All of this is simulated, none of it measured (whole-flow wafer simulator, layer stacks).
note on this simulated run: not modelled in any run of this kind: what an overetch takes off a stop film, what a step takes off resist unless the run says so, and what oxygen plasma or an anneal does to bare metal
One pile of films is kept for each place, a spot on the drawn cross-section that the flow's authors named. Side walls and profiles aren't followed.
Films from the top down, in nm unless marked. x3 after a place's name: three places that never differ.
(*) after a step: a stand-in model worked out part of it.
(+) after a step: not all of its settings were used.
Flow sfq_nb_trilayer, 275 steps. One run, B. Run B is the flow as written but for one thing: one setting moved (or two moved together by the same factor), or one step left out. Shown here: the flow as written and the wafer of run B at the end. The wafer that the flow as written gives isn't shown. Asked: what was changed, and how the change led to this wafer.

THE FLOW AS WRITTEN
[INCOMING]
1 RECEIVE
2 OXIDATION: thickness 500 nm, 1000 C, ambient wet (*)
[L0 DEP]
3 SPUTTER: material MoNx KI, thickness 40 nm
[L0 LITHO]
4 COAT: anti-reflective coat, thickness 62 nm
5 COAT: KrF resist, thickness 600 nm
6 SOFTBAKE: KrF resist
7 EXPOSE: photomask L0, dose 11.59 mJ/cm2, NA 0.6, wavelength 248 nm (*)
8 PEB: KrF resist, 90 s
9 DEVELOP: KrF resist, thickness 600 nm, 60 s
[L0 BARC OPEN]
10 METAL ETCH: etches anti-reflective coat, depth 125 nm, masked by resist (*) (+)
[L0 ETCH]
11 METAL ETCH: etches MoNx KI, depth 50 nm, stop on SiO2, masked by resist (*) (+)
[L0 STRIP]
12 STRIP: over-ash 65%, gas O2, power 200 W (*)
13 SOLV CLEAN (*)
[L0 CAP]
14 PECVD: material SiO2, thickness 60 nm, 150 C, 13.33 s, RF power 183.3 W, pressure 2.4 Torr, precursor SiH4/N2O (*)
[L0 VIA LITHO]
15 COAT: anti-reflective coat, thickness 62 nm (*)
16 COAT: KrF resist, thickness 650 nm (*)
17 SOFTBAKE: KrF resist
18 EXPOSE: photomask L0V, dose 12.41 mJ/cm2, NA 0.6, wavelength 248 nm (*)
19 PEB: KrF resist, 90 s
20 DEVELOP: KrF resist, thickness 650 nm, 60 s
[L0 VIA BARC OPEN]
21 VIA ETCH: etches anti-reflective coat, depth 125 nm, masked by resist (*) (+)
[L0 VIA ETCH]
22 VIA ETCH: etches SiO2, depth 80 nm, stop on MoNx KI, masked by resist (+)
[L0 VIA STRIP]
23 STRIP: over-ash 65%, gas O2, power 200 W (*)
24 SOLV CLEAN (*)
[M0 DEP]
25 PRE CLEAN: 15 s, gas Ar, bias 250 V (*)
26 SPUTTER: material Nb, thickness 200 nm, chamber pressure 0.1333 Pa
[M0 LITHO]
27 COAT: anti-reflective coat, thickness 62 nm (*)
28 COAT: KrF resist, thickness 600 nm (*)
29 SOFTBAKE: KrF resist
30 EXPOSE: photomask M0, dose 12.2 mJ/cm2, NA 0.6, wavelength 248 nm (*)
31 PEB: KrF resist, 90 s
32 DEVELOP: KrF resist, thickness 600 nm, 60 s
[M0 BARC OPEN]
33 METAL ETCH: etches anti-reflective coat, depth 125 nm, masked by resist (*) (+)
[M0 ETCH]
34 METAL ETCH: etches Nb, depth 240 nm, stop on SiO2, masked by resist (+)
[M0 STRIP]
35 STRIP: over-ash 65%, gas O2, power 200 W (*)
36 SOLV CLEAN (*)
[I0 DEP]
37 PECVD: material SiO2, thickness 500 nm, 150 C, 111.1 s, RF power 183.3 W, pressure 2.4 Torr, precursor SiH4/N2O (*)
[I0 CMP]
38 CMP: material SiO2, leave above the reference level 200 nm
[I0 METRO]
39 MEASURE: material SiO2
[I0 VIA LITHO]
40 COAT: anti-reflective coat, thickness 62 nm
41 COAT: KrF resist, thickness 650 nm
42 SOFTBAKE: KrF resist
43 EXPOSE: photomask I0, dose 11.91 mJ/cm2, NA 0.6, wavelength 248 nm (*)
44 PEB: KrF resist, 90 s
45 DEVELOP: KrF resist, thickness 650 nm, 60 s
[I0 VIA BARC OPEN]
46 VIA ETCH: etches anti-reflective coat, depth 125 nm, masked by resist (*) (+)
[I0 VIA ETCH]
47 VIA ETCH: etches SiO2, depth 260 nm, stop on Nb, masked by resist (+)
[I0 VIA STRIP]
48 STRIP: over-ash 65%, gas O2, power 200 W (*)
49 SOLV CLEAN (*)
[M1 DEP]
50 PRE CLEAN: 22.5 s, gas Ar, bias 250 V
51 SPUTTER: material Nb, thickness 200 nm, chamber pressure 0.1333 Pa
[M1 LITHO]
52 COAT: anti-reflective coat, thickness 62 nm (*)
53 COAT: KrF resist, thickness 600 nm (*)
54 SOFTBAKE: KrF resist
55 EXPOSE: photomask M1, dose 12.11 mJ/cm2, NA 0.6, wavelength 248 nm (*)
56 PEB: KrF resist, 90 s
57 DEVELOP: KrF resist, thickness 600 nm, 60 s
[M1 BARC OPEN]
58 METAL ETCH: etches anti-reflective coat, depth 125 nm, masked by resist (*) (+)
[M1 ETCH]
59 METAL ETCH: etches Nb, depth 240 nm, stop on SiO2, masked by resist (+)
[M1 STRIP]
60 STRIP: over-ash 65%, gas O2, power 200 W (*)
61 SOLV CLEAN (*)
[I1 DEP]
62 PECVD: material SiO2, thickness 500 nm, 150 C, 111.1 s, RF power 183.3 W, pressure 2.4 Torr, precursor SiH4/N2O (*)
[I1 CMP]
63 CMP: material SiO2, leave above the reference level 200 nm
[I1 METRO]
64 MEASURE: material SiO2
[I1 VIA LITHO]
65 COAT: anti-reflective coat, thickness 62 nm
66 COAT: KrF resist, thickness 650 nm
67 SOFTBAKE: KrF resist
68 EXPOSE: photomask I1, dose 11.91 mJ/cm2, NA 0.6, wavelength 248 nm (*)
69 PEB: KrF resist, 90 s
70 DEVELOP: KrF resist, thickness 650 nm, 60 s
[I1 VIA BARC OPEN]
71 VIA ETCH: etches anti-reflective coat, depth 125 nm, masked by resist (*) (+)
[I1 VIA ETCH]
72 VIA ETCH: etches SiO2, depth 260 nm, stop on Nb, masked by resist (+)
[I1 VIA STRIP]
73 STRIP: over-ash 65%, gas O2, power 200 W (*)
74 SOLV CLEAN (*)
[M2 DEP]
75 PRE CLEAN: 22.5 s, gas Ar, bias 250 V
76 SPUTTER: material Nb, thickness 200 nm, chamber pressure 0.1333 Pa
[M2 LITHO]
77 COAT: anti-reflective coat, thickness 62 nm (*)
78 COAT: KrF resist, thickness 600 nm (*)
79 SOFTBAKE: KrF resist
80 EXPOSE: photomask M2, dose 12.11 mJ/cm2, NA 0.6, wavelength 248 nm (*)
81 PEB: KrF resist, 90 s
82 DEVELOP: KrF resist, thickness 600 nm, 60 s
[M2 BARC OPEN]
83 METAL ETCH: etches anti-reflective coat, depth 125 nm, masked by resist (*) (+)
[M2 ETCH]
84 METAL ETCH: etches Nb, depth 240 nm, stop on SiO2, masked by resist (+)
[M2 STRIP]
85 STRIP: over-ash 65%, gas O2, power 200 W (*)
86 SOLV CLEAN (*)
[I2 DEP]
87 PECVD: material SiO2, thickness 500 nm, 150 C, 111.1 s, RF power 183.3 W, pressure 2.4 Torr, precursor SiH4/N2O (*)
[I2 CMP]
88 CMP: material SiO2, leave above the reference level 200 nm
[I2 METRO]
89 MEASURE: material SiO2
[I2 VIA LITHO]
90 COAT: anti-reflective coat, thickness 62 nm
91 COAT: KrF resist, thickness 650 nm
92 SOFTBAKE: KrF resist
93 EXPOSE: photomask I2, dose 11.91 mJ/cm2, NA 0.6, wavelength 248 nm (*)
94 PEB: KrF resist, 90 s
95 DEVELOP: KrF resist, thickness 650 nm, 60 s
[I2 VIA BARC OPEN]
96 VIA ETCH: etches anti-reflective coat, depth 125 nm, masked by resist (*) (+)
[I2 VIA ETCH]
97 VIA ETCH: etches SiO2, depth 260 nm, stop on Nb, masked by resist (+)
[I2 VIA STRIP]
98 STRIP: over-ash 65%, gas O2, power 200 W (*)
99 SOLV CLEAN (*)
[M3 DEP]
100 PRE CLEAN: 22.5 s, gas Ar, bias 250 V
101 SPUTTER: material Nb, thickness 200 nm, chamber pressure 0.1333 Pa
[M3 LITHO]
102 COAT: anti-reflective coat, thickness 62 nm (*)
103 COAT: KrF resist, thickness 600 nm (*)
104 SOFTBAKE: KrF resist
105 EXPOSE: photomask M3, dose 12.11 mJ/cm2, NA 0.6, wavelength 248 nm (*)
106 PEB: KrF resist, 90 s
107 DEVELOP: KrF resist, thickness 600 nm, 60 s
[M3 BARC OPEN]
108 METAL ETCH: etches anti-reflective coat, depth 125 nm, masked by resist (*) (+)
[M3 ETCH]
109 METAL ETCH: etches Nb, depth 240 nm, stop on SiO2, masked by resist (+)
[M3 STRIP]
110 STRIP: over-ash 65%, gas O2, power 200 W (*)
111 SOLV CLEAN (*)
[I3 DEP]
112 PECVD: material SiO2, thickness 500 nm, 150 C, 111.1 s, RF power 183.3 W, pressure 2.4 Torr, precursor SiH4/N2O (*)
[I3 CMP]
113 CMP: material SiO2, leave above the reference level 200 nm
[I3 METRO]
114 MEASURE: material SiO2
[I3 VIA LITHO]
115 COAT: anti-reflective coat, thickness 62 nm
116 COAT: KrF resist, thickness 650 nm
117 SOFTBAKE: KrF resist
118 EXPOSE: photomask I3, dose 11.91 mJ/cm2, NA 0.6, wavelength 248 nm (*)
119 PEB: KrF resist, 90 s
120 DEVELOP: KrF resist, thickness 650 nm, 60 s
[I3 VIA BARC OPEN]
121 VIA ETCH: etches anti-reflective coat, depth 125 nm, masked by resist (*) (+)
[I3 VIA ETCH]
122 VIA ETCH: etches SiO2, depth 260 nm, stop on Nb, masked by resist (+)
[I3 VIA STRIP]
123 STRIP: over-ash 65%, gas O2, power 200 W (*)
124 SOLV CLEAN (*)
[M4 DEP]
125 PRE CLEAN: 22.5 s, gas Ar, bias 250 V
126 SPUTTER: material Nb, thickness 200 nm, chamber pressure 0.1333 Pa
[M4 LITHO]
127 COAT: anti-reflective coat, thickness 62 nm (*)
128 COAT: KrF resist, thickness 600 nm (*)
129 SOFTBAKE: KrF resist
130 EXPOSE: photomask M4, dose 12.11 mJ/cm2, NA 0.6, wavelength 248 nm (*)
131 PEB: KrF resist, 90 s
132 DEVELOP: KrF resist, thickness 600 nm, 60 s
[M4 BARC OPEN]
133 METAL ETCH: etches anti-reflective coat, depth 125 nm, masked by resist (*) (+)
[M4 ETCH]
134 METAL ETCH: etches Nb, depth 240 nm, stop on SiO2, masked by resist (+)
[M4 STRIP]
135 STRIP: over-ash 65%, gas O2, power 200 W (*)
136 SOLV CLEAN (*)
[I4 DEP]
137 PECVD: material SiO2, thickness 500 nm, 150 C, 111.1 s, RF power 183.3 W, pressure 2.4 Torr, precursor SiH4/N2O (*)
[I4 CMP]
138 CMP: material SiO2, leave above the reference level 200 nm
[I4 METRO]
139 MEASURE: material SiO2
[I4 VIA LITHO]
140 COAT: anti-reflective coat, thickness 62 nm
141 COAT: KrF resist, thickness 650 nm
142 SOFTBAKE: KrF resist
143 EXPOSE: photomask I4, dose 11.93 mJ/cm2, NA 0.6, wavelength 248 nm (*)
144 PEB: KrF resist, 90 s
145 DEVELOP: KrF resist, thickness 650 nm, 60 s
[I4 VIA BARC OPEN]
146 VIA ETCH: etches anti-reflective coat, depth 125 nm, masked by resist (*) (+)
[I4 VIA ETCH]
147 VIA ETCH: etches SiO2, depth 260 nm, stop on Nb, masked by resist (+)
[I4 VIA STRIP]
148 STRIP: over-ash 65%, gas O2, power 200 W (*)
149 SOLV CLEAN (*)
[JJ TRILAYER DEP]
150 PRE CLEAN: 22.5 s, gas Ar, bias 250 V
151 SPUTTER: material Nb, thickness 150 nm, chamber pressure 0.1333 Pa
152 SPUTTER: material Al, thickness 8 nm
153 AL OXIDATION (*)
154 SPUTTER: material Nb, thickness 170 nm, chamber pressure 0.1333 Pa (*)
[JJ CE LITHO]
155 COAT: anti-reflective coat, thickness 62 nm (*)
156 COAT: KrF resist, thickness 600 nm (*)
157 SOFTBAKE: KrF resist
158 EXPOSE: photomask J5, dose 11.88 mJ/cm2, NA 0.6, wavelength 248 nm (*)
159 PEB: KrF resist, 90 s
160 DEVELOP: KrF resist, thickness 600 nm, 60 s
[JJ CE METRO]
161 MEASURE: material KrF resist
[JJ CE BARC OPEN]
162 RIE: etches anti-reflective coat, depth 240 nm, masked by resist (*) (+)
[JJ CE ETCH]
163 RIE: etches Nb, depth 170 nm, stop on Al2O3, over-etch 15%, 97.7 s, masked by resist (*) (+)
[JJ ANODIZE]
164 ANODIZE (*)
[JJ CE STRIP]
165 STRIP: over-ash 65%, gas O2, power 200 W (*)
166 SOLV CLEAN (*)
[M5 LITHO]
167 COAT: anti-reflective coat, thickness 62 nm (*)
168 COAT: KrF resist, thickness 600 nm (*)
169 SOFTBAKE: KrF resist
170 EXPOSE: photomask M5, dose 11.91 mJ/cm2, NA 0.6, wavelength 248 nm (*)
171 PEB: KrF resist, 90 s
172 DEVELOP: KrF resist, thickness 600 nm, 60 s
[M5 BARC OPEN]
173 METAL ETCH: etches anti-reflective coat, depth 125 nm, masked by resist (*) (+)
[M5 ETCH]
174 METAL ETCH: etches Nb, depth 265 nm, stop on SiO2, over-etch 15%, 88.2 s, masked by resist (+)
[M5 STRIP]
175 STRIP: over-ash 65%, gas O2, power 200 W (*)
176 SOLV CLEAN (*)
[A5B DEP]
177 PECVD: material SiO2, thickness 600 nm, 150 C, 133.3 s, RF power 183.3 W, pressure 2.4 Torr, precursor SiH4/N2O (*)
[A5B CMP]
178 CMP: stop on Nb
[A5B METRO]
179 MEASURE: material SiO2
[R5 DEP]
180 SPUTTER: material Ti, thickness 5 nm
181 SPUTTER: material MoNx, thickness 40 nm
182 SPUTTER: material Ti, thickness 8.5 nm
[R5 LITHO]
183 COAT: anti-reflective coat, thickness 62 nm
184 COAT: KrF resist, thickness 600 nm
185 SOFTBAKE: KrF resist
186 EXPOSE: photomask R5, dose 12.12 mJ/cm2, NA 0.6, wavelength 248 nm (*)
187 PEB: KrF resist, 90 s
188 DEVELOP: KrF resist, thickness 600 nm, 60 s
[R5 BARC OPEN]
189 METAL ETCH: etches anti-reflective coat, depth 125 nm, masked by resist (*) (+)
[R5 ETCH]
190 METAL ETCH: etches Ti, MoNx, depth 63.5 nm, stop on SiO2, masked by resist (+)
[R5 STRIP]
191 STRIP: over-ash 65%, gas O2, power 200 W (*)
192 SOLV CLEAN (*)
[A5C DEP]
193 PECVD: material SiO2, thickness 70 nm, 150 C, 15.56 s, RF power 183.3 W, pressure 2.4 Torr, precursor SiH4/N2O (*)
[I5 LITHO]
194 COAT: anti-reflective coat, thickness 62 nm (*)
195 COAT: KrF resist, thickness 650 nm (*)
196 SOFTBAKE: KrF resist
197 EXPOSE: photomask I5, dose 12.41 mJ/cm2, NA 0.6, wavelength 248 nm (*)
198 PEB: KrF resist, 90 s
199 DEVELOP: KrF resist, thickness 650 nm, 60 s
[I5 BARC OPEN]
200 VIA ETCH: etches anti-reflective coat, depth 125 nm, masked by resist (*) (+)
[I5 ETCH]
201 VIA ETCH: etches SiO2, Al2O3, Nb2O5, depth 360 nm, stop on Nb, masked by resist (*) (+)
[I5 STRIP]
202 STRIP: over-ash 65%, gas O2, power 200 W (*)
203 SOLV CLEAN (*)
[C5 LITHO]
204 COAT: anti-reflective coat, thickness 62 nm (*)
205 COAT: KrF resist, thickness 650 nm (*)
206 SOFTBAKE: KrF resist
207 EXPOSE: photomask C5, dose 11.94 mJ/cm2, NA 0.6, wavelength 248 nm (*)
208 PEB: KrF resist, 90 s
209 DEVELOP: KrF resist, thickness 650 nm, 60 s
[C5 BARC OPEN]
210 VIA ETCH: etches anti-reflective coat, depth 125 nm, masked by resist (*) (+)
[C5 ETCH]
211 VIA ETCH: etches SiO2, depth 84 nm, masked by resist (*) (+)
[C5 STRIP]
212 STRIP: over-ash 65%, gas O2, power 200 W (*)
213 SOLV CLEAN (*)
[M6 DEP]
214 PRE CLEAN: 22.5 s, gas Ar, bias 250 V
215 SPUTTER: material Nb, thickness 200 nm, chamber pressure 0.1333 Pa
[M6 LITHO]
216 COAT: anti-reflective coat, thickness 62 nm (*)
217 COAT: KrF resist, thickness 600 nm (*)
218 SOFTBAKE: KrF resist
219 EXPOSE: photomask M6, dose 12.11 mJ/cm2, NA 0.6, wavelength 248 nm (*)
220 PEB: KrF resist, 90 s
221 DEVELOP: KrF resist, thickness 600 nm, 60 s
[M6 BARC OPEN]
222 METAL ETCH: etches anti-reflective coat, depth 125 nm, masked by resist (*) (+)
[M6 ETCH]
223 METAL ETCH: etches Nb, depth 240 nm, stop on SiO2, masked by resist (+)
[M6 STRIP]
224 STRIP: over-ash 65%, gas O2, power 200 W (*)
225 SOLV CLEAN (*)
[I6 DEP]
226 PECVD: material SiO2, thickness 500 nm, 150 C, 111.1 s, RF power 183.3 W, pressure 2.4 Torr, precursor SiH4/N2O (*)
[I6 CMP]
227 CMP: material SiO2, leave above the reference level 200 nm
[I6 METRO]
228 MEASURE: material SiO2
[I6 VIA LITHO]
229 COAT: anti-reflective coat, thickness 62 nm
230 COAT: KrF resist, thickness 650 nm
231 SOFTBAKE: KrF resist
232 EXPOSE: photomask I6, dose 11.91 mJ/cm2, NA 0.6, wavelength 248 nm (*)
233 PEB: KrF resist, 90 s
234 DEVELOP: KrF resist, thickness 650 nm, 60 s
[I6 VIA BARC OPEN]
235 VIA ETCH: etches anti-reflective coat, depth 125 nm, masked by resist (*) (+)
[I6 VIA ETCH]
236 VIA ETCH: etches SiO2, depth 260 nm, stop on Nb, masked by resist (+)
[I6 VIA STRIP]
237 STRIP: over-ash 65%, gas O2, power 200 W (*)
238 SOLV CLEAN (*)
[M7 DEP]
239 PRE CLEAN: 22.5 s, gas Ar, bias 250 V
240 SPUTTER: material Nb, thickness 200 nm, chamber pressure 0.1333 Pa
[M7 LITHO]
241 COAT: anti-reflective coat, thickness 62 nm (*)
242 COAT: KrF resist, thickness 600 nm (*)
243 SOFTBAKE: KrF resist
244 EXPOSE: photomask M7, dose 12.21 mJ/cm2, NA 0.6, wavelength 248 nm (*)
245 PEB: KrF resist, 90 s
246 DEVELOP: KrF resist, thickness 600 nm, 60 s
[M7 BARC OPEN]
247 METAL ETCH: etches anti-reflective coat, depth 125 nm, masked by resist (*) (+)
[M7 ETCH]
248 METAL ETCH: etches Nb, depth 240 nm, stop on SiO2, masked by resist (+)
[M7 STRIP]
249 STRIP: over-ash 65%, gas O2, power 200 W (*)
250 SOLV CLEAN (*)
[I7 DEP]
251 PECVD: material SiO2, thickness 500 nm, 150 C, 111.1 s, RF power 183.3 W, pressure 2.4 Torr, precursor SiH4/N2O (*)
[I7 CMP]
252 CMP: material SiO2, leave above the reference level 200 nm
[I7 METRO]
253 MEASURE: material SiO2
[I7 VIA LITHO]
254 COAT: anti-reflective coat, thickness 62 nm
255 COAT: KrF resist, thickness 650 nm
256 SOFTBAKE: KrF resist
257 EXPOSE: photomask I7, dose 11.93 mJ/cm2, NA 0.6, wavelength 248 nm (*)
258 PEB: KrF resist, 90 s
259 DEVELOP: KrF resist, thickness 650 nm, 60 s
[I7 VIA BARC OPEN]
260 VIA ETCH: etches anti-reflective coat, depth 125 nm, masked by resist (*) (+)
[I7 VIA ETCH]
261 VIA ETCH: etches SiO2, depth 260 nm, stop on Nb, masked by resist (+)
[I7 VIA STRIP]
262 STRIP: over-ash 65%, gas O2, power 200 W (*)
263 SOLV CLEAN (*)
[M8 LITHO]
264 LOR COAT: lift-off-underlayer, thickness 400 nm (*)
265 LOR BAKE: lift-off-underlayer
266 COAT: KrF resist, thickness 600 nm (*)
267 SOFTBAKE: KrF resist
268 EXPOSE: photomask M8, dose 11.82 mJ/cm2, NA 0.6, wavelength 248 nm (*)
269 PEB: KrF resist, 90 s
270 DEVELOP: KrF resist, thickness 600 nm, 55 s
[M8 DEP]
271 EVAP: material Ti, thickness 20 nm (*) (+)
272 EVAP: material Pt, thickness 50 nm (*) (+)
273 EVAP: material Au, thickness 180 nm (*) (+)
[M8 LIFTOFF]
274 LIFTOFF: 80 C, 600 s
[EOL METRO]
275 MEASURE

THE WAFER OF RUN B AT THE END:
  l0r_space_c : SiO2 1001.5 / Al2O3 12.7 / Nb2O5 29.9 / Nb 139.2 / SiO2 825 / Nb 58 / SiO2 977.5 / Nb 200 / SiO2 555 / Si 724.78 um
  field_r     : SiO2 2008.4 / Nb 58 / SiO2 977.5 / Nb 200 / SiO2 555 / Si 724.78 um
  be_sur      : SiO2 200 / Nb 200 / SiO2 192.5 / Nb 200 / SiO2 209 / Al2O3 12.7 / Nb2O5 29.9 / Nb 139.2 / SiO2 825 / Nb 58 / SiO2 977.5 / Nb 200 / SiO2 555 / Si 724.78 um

The cause: step 101, SPUTTER: thickness 298 nm was run, where the flow has thickness 200 nm.

How the change led to this, step by step:
  101 SPUTTER: material Nb, thickness 200 nm, chamber pressure 0.1333 Pa
      field_l, v_sur, via_wl and 102 more: Nb +298 (new film) (as written it would be: Nb +200 (new film))
      via_w: Nb +248.1 (as written it would be: Nb +165.5)
  102 COAT: anti-reflective coat, thickness 62 nm (*)
      via_wl: anti-reflective coat +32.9 (new film) (as written it would be: anti-reflective coat +34.2 (new film))
  109 METAL ETCH: etches Nb, depth 240 nm, stop on SiO2, masked by resist (+)
      field_l, be, be_sur and 72 more: Nb -240 (as written it would be: Nb -200 (all of it))
  110 STRIP: over-ash 65%, gas O2, power 200 W (*)
      via_wl: KrF resist -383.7 (all of it), anti-reflective coat -32.9 (all of it) (as written it would be: KrF resist -384.2 (all of it), anti-reflective coat -34.2 (all of it))
      via_w: KrF resist -530.7 (all of it), anti-reflective coat -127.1 (all of it) (as written it would be: KrF resist -520 (all of it), anti-reflective coat -124.8 (all of it))
  112 PECVD: material SiO2, thickness 500 nm, 150 C, 111.1 s, RF power 183.3 W, pressure 2.4 Torr, precursor SiH4/N2O (*)
      field_l, be, be_sur and 64 more: SiO2 +500 (new film) (as written it would be: SiO2 +500)
      p4_g1, p4_g2, p3_s0, p3_s1, p3_s2, p3_s3, p3_s4, p3_s5: SiO2 +597.1 (new film) (as written it would be: SiO2 +557.1)
  113 CMP: material SiO2, leave above the reference level 200 nm
      field_l, be, be_sur and 64 more: SiO2 -60 (as written it would be: SiO2 -100)
      via_w: SiO2 -157.1 (as written it would be: SiO2 -181.6)
Counting metal films that touch as one body, l0r_space_c has 3 bodies (between them, from the top down: SiO2 825; SiO2 977.5); the flow as written gives 2 bodies (between them, from the top down: SiO2 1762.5).
Counting metal films that touch as one body, field_r has 2 bodies (between them, from the top down: SiO2 977.5); the flow as written gives 1 body.
Counting metal films that touch as one body, be_sur has 5 bodies (between them, from the top down: SiO2 192.5; SiO2 209 / Al2O3 12.7 / Nb2O5 29.9; SiO2 825; SiO2 977.5); the flow as written gives 4 bodies (between them, from the top down: SiO2 192.5; SiO2 209 / Al2O3 12.7 / Nb2O5 29.9; SiO2 1762.5).
